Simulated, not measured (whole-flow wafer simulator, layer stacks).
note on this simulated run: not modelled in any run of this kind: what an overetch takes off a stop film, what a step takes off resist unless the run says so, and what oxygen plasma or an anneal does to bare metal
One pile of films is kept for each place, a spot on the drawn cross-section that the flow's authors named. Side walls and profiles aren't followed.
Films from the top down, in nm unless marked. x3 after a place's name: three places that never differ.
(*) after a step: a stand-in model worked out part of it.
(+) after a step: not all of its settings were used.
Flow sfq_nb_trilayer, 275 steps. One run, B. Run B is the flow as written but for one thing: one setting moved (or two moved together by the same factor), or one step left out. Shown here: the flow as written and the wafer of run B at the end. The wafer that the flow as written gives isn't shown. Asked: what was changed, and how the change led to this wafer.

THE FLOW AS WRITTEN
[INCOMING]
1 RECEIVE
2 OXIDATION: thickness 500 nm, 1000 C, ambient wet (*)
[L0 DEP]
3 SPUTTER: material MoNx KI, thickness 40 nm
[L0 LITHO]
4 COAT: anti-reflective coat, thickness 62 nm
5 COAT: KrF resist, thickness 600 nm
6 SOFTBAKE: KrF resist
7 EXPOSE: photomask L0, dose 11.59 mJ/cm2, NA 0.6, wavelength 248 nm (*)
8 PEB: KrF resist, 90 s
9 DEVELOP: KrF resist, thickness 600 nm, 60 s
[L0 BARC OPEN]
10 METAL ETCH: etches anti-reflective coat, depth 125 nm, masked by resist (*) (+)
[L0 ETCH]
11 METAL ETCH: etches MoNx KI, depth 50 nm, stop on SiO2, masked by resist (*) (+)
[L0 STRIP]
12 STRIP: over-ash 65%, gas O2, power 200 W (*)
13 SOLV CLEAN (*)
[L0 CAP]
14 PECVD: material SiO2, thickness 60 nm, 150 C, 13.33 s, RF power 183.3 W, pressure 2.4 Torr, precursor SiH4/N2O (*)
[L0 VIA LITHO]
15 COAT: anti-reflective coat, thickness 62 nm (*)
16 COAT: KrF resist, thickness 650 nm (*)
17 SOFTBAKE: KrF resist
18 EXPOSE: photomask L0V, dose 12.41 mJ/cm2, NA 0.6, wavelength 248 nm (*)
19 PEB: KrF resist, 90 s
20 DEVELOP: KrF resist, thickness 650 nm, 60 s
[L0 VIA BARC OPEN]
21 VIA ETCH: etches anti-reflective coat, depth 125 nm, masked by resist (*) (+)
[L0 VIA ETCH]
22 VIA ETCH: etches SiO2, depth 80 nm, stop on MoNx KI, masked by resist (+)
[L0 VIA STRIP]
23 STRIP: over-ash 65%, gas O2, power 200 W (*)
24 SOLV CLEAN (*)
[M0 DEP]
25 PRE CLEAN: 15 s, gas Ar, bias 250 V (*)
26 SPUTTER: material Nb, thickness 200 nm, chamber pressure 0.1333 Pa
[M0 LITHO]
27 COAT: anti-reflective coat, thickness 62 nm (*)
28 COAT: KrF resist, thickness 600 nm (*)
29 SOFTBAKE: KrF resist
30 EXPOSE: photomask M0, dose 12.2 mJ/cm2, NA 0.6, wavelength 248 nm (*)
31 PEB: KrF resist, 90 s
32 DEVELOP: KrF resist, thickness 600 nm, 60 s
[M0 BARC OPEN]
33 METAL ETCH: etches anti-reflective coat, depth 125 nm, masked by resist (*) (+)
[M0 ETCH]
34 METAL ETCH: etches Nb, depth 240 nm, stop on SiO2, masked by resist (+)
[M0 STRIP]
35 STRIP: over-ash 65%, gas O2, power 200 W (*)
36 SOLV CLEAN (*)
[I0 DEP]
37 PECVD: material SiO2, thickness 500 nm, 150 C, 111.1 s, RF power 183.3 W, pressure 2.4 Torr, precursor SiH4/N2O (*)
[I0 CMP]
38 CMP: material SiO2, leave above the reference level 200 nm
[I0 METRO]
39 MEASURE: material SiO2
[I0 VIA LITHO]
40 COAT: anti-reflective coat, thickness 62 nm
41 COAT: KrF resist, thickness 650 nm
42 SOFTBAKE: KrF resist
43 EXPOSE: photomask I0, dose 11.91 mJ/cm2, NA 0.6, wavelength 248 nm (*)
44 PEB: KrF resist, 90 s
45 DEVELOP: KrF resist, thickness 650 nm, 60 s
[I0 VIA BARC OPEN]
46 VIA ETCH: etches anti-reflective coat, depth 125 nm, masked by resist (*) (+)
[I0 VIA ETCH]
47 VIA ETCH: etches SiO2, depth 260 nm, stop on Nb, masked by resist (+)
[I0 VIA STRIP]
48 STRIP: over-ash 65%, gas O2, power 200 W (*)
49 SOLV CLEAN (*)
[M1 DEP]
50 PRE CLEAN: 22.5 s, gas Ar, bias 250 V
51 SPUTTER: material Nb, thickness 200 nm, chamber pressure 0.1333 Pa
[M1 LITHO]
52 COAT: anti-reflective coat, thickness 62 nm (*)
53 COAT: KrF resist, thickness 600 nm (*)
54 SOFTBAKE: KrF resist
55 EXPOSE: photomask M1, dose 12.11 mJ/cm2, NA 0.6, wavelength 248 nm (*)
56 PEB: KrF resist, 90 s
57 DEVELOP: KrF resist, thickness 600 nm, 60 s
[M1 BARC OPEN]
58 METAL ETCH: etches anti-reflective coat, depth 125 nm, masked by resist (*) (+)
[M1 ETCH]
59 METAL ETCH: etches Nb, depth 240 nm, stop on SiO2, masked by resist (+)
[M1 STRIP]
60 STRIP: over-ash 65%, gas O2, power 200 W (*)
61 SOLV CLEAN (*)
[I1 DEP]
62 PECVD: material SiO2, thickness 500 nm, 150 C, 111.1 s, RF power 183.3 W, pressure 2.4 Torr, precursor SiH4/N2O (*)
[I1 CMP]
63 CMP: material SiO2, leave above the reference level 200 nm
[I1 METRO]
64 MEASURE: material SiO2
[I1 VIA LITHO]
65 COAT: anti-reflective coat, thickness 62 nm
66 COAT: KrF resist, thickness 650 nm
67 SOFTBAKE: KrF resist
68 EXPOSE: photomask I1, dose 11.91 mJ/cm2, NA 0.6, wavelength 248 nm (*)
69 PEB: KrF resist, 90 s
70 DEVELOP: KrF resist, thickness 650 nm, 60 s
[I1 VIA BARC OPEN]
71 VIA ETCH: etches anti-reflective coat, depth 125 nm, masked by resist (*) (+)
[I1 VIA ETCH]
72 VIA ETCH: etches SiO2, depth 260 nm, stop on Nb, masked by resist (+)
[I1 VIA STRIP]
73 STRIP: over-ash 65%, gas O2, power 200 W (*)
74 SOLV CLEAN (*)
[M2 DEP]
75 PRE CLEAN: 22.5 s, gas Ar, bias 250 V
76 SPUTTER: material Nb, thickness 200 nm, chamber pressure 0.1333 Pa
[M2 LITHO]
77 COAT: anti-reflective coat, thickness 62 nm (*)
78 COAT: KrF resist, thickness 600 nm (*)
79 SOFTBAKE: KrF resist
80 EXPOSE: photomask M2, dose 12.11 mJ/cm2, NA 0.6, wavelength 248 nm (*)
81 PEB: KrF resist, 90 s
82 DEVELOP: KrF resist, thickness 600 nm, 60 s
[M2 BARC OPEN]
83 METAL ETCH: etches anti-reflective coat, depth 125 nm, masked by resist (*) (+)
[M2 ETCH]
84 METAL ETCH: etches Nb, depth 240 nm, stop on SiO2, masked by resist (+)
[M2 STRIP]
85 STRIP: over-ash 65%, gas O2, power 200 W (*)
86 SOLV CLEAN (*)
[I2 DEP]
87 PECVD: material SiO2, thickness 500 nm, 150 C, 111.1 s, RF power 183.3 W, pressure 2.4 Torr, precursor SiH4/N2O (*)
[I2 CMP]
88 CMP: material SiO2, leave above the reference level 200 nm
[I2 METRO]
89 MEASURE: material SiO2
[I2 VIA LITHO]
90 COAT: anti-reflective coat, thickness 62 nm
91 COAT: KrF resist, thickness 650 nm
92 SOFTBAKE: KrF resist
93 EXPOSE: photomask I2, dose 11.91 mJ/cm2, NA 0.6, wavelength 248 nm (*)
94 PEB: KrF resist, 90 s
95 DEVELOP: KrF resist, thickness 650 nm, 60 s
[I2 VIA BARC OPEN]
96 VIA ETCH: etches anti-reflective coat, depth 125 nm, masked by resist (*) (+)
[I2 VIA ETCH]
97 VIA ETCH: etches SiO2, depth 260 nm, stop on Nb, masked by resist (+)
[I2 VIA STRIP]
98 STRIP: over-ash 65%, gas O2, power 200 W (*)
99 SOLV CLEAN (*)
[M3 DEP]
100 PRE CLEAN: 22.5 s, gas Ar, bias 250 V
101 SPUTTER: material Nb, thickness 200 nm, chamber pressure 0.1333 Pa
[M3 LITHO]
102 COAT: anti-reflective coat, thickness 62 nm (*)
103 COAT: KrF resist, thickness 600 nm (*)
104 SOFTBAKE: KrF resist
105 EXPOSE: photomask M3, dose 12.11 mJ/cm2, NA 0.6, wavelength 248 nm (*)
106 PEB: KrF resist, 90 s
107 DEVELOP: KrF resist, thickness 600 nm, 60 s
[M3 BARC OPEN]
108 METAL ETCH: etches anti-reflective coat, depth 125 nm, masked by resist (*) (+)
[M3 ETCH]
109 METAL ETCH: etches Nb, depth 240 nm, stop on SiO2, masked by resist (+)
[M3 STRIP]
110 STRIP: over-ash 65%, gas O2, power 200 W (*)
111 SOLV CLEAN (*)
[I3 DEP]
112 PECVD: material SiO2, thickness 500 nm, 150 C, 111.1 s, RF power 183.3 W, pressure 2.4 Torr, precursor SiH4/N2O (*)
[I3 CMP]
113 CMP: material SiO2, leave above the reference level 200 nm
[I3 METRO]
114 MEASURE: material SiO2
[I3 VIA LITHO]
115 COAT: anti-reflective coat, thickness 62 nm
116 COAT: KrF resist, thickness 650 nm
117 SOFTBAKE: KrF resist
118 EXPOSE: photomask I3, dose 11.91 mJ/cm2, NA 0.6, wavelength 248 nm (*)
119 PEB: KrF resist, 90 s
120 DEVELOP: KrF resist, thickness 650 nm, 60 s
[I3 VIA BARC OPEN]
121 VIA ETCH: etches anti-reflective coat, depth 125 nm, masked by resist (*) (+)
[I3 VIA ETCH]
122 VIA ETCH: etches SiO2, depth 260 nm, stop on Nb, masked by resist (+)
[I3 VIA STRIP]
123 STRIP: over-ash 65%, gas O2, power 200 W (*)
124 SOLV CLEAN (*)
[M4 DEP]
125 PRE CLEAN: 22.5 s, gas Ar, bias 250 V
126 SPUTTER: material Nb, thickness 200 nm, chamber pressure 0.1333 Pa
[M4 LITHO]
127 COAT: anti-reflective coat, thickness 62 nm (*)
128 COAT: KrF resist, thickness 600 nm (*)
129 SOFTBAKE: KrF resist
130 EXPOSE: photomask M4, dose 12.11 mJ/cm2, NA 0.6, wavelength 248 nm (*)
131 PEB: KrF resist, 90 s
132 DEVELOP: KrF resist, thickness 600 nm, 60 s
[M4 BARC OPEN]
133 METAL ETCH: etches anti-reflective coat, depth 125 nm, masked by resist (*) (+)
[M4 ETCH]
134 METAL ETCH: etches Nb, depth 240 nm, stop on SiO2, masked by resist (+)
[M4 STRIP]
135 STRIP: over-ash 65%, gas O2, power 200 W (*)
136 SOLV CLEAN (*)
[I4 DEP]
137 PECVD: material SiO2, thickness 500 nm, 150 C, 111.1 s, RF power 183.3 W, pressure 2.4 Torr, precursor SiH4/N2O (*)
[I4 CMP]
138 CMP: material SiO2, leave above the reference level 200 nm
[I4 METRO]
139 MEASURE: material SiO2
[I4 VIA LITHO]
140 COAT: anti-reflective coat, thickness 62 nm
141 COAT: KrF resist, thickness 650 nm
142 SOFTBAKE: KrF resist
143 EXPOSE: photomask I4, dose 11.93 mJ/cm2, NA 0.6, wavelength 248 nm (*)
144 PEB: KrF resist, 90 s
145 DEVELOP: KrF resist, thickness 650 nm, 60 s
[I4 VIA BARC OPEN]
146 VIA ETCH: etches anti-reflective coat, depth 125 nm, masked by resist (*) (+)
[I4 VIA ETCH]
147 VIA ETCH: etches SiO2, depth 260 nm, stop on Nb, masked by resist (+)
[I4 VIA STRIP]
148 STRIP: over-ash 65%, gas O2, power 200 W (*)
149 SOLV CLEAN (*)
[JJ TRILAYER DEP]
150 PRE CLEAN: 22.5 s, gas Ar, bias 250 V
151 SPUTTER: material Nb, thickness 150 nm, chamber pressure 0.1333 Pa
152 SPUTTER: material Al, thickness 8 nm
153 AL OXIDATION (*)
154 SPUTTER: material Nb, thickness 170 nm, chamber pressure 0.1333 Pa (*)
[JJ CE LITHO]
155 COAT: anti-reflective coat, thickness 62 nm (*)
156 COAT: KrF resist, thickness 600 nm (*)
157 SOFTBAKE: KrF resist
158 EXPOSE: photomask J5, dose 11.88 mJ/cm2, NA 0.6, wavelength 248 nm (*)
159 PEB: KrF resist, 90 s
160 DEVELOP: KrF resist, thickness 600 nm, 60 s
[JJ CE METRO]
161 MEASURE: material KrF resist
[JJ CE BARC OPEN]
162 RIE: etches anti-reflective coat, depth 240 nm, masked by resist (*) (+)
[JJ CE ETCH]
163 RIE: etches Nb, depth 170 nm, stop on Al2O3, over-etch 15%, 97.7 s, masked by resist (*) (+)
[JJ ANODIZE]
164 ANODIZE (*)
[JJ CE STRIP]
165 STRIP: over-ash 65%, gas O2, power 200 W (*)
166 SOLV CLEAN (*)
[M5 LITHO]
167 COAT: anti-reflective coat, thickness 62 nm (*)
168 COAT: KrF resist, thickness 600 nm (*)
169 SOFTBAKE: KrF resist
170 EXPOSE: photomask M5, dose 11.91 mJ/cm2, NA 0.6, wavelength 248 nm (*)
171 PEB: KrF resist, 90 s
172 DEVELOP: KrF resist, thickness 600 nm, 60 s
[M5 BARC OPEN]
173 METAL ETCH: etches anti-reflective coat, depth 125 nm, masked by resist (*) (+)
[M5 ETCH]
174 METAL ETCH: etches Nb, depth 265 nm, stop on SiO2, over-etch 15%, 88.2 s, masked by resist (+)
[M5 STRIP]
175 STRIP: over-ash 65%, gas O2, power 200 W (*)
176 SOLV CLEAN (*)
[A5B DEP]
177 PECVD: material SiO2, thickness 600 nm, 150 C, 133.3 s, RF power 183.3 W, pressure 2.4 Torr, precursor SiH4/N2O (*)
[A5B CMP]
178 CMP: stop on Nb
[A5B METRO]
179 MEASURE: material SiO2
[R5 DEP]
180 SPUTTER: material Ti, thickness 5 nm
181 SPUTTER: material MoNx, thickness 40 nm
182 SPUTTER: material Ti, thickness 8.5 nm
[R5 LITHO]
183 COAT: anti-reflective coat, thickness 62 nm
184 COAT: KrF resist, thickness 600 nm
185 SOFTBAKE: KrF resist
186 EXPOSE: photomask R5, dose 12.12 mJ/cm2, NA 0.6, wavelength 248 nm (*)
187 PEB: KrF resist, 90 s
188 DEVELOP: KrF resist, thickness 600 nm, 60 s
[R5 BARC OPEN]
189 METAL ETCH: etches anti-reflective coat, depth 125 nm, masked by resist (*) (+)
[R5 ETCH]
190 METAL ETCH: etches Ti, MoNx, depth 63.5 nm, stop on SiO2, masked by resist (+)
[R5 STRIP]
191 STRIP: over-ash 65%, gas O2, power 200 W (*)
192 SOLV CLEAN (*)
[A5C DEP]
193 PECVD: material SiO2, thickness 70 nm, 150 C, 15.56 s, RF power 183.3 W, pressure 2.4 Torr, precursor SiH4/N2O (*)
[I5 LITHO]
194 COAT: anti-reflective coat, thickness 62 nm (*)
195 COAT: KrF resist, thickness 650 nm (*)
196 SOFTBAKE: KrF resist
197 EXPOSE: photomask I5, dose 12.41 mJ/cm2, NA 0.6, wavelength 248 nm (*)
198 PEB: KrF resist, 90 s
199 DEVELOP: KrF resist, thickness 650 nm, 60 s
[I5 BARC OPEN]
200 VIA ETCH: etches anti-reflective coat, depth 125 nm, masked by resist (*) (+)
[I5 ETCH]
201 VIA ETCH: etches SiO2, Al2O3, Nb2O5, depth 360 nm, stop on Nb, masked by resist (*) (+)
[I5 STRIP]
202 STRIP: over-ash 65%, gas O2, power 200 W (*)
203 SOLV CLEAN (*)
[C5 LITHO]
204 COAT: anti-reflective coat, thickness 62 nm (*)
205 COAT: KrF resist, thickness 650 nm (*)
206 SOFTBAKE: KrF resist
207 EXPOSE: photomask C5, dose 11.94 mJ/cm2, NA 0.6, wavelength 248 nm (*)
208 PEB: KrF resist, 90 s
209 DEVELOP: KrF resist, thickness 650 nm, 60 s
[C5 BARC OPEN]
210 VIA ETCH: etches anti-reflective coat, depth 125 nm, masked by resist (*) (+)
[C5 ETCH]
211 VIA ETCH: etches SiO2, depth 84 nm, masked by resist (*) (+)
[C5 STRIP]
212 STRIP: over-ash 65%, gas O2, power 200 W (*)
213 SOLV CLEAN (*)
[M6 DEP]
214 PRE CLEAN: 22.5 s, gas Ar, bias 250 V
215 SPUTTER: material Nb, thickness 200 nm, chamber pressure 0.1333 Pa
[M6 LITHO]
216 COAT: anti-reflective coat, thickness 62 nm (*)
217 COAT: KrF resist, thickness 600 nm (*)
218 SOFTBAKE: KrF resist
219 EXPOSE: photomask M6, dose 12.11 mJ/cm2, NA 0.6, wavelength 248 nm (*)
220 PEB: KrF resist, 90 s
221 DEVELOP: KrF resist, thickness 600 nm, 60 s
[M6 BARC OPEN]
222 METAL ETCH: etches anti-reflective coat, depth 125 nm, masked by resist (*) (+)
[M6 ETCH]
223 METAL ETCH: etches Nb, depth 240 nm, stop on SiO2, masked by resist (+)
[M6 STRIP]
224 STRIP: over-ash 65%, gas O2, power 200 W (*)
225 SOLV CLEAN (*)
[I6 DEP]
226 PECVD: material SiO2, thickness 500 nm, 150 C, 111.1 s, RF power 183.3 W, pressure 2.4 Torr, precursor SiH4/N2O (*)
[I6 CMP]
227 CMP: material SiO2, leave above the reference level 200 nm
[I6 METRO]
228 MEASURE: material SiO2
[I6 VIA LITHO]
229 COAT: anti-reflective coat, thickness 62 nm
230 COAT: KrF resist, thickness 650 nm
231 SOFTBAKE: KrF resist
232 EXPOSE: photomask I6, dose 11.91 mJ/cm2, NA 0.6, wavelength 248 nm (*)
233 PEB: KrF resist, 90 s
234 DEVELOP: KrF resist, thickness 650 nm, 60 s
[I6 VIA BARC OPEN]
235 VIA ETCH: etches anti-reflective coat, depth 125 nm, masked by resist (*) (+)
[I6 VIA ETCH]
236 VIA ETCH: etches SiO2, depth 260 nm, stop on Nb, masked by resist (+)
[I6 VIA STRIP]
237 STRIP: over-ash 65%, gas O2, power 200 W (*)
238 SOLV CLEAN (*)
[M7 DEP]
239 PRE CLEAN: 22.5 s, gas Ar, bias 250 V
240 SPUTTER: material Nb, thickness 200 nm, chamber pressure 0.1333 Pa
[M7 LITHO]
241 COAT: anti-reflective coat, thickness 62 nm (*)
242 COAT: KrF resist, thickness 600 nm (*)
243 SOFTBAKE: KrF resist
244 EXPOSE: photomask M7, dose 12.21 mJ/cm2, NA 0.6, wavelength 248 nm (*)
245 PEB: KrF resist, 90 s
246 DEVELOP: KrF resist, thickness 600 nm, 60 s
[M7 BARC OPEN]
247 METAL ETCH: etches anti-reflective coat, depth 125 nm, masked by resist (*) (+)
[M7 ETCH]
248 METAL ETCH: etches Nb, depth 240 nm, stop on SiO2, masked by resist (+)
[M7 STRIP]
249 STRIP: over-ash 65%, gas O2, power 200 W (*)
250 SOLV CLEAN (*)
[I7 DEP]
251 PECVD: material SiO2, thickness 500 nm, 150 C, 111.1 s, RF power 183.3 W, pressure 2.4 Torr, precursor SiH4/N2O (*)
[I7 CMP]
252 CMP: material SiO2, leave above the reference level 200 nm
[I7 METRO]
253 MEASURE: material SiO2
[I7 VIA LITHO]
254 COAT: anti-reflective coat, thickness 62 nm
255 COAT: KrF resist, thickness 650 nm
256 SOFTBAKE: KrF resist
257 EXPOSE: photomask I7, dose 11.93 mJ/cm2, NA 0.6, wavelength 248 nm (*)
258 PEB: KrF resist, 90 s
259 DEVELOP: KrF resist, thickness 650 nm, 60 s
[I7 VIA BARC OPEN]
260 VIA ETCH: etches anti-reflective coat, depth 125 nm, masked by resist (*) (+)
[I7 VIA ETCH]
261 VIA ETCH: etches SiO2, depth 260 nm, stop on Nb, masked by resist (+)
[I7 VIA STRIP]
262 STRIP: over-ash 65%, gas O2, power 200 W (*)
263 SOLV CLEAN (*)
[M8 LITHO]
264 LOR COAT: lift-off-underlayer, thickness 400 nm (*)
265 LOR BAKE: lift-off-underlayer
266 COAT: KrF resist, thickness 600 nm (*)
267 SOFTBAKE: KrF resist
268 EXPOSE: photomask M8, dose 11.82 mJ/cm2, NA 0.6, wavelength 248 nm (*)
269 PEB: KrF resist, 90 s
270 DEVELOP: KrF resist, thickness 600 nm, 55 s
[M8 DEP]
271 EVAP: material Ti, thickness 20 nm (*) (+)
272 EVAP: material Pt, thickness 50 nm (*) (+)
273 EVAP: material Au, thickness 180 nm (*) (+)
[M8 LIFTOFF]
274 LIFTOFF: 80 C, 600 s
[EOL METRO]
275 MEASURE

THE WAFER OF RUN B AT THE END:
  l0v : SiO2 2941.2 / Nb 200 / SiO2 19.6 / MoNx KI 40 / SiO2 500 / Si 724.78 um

The cause: step 22, VIA ETCH: depth 35.2 nm was run, where the flow has depth 80 nm.

How the change led to this, step by step:
  22 VIA ETCH: etches SiO2, depth 80 nm, stop on MoNx KI, masked by resist (+)
      l0v: SiO2 -35.2 (as written it would be: SiO2 -59.8 (all of it))
      field_l, v_sur, via_wl and 102 more: KrF resist -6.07 (as written it would be: KrF resist -13.8)
  25 PRE CLEAN: 15 s, gas Ar, bias 250 V (*)
      l0v: SiO2 -5 (as written it would be: MoNx KI -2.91)
  26 SPUTTER: material Nb, thickness 200 nm, chamber pressure 0.1333 Pa
      l0v: Nb +200 (new film) (as written it would be: Nb +195.7 (new film))
  27 COAT: anti-reflective coat, thickness 62 nm (*)
      l0_sur: anti-reflective coat +50 (new film) (as written it would be: anti-reflective coat +47.5 (new film))
      l0v: anti-reflective coat +70.8 (new film) (as written it would be: anti-reflective coat +78 (new film))
  28 COAT: KrF resist, thickness 600 nm (*)
      l0v: KrF resist +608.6 (new film) (as written it would be: KrF resist +622.9 (new film))
  35 STRIP: over-ash 65%, gas O2, power 200 W (*)
      l0_sur: KrF resist -373.4 (all of it), anti-reflective coat -50 (all of it) (as written it would be: KrF resist -372 (all of it), anti-reflective coat -47.5 (all of it))
      l0v: KrF resist -391 (all of it), anti-reflective coat -70.8 (all of it) (as written it would be: KrF resist -405.3 (all of it), anti-reflective coat -78 (all of it))
  38 CMP: material SiO2, leave above the reference level 200 nm
      l0v: SiO2 -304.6 (as written it would be: SiO2 -277.8)
Counting metal films that touch as one body, l0v has 2 bodies (between them, from the top down: SiO2 19.6); the flow as written gives 1 body.
